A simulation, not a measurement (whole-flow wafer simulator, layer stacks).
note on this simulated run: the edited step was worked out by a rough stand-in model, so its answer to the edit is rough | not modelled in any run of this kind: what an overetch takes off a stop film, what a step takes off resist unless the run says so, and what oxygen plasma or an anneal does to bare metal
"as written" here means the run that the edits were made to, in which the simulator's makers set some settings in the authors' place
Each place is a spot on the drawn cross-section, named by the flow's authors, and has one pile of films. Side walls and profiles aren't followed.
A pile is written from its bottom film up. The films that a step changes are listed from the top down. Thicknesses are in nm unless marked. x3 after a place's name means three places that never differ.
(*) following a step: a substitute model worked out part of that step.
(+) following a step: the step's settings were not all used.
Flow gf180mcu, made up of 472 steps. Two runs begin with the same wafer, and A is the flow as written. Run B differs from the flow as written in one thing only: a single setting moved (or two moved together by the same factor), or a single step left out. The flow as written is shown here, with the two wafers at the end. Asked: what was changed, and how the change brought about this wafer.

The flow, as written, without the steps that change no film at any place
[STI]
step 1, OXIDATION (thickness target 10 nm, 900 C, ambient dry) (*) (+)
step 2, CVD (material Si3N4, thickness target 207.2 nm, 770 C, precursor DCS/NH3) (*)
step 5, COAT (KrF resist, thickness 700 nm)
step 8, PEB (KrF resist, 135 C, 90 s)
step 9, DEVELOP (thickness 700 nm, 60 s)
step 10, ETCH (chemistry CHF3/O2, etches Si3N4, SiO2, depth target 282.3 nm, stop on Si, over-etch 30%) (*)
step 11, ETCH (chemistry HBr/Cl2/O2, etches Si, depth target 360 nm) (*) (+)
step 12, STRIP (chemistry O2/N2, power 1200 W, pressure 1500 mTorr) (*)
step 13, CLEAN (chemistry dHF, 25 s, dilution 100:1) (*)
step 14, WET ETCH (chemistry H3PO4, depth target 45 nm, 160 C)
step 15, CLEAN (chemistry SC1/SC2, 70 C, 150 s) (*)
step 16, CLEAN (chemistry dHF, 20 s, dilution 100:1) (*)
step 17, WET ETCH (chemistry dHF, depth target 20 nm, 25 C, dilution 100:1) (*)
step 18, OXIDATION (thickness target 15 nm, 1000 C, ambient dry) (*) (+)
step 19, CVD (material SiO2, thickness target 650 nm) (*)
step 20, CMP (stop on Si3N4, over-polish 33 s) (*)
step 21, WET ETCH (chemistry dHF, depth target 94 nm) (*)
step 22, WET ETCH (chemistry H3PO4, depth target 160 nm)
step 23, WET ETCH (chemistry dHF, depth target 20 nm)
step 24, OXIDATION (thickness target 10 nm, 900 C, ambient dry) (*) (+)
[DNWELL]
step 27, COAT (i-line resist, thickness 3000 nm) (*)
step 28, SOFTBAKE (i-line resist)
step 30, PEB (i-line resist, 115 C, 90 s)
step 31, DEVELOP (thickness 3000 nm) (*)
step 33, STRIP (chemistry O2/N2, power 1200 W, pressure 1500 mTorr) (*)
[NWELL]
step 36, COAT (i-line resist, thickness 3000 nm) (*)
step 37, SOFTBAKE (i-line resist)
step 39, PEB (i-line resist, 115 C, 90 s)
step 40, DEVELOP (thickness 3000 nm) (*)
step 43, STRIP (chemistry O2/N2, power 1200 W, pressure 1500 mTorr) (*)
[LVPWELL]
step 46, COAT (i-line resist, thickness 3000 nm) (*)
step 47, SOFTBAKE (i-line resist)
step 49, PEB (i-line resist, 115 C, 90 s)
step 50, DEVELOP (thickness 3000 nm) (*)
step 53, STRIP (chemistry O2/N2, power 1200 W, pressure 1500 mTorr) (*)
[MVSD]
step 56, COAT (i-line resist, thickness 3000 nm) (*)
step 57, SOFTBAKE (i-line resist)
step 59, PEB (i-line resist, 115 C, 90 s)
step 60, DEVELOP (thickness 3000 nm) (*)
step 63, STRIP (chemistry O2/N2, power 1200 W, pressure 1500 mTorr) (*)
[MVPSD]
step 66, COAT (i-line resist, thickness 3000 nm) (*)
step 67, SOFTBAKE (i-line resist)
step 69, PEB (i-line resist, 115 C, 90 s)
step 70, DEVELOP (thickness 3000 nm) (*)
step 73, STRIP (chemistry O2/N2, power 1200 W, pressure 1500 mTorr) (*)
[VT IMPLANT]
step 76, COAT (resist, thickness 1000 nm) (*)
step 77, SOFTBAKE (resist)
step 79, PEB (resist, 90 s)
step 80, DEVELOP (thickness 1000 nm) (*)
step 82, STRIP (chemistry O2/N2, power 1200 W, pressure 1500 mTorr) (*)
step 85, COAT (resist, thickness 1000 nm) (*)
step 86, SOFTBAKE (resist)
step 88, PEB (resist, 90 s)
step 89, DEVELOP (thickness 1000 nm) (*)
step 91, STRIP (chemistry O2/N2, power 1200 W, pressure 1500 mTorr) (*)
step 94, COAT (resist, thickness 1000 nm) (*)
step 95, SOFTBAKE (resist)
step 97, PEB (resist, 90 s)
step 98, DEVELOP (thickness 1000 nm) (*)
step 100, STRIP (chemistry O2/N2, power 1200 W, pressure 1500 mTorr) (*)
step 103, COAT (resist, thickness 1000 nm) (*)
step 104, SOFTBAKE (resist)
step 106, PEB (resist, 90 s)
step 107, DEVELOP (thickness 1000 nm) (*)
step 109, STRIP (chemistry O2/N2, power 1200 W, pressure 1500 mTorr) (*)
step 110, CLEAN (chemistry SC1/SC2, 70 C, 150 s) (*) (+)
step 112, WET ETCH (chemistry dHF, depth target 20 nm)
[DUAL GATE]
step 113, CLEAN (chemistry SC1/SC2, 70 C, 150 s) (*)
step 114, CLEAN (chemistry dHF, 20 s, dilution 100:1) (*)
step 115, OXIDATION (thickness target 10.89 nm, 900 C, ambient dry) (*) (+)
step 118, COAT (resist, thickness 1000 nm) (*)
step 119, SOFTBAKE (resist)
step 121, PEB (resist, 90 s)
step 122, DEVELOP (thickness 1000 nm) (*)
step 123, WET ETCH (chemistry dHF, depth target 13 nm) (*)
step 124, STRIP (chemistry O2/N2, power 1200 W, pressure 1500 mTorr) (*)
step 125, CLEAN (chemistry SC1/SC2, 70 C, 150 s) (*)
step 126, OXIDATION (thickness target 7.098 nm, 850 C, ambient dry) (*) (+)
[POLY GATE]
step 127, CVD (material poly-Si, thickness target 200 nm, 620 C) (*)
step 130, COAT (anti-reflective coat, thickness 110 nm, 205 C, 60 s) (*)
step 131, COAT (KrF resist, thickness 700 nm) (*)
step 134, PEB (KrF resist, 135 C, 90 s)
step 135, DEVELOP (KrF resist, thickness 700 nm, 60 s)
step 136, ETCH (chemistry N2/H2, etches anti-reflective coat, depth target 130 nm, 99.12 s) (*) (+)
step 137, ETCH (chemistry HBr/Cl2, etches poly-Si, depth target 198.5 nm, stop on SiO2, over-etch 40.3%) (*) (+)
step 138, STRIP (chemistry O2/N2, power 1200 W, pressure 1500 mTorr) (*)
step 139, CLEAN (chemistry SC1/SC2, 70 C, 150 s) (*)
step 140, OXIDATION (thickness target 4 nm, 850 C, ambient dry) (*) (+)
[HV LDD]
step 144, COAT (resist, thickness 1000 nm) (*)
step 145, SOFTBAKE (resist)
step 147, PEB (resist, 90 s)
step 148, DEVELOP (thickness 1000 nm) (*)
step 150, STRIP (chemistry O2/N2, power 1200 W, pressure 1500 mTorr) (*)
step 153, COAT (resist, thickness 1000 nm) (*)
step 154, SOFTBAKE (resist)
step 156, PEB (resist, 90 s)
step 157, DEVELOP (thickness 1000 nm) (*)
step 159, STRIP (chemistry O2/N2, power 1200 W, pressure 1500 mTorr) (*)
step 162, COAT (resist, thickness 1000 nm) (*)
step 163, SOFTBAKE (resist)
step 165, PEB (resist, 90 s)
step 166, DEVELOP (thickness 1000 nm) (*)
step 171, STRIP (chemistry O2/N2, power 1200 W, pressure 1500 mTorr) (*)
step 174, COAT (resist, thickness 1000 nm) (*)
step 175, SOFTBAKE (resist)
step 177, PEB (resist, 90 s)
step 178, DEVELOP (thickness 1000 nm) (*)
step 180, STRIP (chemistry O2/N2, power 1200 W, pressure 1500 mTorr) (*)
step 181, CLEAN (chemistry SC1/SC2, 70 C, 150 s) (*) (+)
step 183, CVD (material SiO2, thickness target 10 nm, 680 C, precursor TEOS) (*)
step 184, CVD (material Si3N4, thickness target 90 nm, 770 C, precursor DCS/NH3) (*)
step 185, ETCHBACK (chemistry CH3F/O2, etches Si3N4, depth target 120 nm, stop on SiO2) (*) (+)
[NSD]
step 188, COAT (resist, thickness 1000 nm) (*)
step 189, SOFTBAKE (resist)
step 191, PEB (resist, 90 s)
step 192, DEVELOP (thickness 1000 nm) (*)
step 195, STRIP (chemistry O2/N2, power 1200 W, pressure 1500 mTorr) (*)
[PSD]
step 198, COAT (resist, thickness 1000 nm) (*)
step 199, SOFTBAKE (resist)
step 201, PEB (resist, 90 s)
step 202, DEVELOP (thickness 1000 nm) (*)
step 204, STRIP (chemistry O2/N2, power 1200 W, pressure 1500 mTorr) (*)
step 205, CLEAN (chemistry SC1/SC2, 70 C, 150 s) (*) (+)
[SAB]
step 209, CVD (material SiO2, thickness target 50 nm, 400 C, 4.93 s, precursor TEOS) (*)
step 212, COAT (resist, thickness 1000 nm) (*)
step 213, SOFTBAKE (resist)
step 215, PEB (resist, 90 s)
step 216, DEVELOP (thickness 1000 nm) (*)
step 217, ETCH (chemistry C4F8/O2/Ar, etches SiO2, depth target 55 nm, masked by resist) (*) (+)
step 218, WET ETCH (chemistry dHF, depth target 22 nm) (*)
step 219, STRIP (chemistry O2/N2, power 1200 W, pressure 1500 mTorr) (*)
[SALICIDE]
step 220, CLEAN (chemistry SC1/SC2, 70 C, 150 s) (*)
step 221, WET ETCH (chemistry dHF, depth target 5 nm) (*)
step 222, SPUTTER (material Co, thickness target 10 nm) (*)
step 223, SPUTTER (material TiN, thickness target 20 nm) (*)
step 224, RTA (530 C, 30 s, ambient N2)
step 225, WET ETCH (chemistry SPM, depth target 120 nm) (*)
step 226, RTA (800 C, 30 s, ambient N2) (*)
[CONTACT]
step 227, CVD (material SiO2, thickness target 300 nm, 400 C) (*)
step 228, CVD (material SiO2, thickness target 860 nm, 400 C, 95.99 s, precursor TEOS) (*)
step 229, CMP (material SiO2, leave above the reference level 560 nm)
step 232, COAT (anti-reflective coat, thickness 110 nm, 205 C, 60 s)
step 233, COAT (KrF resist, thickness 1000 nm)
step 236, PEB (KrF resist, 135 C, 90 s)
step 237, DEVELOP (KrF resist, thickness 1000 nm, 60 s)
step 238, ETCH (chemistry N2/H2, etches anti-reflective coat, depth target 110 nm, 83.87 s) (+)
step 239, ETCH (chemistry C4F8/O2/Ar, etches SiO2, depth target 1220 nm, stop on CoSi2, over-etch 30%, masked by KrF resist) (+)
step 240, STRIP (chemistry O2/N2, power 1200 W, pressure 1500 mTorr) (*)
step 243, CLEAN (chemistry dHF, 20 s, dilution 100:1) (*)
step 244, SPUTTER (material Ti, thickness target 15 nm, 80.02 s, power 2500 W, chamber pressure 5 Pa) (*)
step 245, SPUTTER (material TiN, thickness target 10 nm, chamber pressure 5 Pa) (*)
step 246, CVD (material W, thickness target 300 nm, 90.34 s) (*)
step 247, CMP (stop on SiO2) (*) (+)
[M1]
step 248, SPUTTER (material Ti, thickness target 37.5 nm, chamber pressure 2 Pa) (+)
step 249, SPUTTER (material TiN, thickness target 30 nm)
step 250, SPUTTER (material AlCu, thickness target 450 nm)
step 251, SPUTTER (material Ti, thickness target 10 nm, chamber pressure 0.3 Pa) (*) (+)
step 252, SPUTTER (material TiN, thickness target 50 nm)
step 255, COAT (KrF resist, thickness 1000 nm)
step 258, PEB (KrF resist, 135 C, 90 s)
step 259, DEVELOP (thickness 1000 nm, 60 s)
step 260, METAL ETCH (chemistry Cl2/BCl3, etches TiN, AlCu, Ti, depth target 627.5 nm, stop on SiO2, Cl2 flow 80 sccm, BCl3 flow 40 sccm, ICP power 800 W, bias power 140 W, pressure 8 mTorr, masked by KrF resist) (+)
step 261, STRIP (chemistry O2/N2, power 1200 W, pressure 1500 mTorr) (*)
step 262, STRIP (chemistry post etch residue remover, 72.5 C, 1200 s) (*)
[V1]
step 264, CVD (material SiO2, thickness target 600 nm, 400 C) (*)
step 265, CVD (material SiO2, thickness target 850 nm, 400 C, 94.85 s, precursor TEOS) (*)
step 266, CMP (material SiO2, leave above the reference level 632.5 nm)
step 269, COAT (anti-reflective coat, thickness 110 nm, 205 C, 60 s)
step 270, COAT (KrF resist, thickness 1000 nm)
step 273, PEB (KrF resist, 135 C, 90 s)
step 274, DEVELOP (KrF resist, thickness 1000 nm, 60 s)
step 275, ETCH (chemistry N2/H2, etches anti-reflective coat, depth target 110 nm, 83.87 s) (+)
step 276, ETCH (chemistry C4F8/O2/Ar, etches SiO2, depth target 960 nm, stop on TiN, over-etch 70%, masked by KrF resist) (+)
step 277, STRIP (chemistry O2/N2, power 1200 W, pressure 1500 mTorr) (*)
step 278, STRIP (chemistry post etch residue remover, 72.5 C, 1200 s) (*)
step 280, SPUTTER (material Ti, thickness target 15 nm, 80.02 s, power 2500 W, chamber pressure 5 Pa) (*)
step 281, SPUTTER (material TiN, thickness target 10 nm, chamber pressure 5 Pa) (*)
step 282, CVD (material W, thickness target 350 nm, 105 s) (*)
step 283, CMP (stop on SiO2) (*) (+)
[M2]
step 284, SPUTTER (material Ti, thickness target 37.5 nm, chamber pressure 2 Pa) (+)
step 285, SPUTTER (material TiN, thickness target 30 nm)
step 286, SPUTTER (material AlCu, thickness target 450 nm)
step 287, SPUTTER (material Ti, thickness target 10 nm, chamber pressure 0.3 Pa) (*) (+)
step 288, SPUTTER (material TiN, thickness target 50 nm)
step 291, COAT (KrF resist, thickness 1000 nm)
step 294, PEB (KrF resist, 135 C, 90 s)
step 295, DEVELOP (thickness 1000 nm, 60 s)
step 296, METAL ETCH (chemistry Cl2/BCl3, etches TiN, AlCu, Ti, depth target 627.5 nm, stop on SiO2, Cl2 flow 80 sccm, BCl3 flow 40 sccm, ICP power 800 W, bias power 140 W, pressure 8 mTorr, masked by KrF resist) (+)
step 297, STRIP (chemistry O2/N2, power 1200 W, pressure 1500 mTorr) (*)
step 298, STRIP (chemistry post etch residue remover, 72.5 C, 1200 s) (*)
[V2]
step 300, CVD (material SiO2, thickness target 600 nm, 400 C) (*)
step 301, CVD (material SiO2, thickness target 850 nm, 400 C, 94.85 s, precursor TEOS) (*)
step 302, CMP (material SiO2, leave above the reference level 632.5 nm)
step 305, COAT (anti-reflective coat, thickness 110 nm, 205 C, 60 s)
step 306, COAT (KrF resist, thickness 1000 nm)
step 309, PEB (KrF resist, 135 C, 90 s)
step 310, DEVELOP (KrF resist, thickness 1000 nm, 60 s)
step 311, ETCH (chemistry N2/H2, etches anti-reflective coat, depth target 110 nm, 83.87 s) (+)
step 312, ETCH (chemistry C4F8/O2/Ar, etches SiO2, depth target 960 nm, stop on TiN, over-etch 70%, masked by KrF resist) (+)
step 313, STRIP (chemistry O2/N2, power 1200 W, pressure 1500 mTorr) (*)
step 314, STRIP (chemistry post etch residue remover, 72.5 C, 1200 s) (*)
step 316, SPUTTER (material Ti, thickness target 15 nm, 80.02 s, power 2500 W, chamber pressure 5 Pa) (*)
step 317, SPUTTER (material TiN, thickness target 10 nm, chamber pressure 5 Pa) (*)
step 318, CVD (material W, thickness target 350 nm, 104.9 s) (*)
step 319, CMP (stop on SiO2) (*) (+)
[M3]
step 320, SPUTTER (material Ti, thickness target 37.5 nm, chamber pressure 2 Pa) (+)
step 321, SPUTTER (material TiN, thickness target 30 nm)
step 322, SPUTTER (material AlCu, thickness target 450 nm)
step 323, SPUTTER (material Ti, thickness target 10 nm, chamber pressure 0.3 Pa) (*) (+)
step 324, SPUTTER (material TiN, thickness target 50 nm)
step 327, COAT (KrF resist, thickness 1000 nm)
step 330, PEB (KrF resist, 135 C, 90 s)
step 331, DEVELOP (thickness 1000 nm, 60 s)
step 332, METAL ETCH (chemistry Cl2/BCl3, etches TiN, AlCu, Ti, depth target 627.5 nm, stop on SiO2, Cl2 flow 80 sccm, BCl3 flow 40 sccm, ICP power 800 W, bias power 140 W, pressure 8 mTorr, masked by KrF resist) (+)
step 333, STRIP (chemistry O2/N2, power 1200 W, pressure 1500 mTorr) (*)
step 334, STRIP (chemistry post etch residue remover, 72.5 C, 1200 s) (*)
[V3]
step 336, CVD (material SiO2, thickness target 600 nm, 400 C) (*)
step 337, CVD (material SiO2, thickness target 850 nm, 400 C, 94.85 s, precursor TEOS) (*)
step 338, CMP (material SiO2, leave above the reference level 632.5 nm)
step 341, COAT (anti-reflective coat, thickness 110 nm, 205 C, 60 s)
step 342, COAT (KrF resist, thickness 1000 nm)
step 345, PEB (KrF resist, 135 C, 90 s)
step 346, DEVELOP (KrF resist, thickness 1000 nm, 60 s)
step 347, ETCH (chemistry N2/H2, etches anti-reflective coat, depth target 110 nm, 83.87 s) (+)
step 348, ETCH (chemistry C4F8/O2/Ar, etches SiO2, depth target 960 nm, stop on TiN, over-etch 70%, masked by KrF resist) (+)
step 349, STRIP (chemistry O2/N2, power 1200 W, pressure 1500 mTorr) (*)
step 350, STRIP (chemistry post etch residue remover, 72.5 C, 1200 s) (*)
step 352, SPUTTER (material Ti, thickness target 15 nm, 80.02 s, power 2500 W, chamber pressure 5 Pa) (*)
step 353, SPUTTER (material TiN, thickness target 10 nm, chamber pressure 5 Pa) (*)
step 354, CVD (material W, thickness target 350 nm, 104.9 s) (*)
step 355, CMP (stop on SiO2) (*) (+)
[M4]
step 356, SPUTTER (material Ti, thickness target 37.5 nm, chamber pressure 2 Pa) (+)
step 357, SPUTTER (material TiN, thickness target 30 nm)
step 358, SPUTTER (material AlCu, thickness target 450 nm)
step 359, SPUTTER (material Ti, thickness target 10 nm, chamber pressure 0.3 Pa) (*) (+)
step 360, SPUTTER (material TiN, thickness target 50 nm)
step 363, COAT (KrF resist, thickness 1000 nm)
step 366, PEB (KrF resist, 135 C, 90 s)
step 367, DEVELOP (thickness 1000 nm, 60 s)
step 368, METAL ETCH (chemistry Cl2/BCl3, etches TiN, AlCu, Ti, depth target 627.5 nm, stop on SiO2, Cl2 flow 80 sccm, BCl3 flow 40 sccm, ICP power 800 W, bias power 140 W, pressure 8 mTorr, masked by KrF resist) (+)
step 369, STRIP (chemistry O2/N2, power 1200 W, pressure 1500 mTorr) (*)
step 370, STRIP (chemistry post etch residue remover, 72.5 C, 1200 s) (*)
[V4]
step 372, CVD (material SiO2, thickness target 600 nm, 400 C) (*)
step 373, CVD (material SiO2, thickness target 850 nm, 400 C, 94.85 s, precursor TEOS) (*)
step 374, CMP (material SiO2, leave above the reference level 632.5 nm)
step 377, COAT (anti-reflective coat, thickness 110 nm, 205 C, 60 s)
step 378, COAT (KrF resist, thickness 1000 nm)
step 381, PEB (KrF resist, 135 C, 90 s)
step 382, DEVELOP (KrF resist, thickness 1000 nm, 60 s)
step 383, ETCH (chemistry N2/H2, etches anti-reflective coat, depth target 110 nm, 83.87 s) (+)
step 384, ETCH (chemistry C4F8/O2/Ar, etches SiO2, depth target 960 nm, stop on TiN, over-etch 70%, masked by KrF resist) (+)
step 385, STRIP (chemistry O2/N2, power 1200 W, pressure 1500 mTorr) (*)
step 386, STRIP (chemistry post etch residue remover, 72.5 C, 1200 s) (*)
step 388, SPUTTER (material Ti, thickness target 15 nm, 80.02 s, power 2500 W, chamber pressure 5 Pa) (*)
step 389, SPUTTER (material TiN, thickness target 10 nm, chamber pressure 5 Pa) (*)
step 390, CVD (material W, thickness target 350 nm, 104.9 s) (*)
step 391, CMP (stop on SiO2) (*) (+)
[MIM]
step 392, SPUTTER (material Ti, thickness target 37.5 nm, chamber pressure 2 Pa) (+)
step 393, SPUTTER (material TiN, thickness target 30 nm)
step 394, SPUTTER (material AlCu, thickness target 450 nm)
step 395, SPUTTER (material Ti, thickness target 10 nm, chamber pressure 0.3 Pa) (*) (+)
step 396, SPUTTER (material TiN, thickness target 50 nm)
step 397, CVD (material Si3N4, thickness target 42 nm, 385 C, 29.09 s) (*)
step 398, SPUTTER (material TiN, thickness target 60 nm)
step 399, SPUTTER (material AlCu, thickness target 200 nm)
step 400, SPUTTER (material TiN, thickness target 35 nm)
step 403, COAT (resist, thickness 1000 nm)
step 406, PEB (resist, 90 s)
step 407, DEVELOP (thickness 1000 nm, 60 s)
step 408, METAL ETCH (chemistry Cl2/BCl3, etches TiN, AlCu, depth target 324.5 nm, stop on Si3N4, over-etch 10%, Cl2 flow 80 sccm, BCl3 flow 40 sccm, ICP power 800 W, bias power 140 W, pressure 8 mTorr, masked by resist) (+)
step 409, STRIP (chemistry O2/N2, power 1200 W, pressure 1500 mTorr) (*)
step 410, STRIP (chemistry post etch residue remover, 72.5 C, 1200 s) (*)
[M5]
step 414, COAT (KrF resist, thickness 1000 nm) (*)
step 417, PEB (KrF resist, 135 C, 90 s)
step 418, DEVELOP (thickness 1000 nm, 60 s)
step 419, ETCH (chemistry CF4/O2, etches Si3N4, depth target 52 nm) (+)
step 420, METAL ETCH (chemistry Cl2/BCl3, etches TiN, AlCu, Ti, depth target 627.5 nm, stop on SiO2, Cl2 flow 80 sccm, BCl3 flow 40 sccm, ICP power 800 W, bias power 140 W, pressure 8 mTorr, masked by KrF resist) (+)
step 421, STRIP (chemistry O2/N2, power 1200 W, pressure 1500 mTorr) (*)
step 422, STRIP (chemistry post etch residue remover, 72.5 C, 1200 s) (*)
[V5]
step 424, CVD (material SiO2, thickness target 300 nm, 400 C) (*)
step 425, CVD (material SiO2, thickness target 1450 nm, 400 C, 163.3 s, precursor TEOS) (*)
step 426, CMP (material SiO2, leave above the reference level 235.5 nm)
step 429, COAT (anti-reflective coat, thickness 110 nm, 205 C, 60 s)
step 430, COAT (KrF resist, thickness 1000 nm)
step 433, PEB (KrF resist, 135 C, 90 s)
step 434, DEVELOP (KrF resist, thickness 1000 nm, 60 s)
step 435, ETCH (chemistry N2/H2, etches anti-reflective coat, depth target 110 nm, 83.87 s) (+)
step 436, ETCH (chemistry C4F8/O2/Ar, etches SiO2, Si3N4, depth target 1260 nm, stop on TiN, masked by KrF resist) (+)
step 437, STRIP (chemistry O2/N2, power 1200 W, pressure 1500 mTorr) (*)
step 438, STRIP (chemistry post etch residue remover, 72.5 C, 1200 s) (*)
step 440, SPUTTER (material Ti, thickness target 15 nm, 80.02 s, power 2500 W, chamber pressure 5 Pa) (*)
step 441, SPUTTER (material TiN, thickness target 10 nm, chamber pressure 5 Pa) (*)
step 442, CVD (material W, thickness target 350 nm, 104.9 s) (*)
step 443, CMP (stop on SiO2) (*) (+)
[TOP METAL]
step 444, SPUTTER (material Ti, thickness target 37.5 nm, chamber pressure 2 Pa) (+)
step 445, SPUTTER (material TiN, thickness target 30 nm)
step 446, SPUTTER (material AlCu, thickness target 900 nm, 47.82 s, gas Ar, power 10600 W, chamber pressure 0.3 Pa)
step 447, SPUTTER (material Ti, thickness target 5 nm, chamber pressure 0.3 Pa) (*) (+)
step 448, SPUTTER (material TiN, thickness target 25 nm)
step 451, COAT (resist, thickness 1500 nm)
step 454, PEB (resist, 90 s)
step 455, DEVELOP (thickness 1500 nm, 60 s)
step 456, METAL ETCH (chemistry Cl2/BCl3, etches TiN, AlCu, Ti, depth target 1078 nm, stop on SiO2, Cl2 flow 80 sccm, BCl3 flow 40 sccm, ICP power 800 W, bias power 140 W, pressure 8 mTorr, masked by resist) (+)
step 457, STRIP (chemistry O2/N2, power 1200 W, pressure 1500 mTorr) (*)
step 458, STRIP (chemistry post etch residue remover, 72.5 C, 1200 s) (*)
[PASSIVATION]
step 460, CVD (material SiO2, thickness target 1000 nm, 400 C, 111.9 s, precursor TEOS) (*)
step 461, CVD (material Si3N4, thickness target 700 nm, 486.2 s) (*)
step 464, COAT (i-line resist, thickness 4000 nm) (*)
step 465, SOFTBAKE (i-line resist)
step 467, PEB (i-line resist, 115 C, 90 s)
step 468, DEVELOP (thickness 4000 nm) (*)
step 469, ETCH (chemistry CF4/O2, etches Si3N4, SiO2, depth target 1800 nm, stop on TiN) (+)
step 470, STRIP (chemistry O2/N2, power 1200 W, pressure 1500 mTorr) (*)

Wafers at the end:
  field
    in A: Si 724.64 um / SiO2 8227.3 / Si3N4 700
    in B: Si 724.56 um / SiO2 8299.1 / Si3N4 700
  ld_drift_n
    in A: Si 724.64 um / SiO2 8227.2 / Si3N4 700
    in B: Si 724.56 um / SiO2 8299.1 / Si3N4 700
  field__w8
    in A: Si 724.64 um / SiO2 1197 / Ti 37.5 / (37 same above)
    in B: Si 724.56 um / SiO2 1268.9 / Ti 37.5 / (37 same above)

What caused this: step 11, ETCH: depth target 432 nm was run, while the flow as written has depth target 360 nm.

Step by step, how the change led to this:
  step 11, ETCH (chemistry HBr/Cl2/O2, etches Si, depth target 360 nm) (*) (+)
      active, n_well, p_well and 40 more: A -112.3 KrF resist | B -136.3 KrF resist
      field, field_sub, sti and 34 more: A -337 Si | B -409 Si
  step 12, STRIP (chemistry O2/N2, power 1200 W, pressure 1500 mTorr) (*)
      active, n_well, p_well and 40 more: A -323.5 KrF resist (all of it) | B -299.5 KrF resist (all of it)
  step 19, CVD (material SiO2, thickness target 650 nm) (*)
      m1, ld_fp_n, ld_drift_n and 8 more: A +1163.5 SiO2 | B +1235.5 SiO2
  step 20, CMP (stop on Si3N4, over-polish 33 s) (*)
      sti, mim_1p0, pad and 11 more: A -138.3 SiO2 | B -66.3 SiO2
      nw_enc_fld, nw_enc_fld_lv: A -142.4 SiO2 | B -70.4 SiO2
      (and at 10 other places as well)
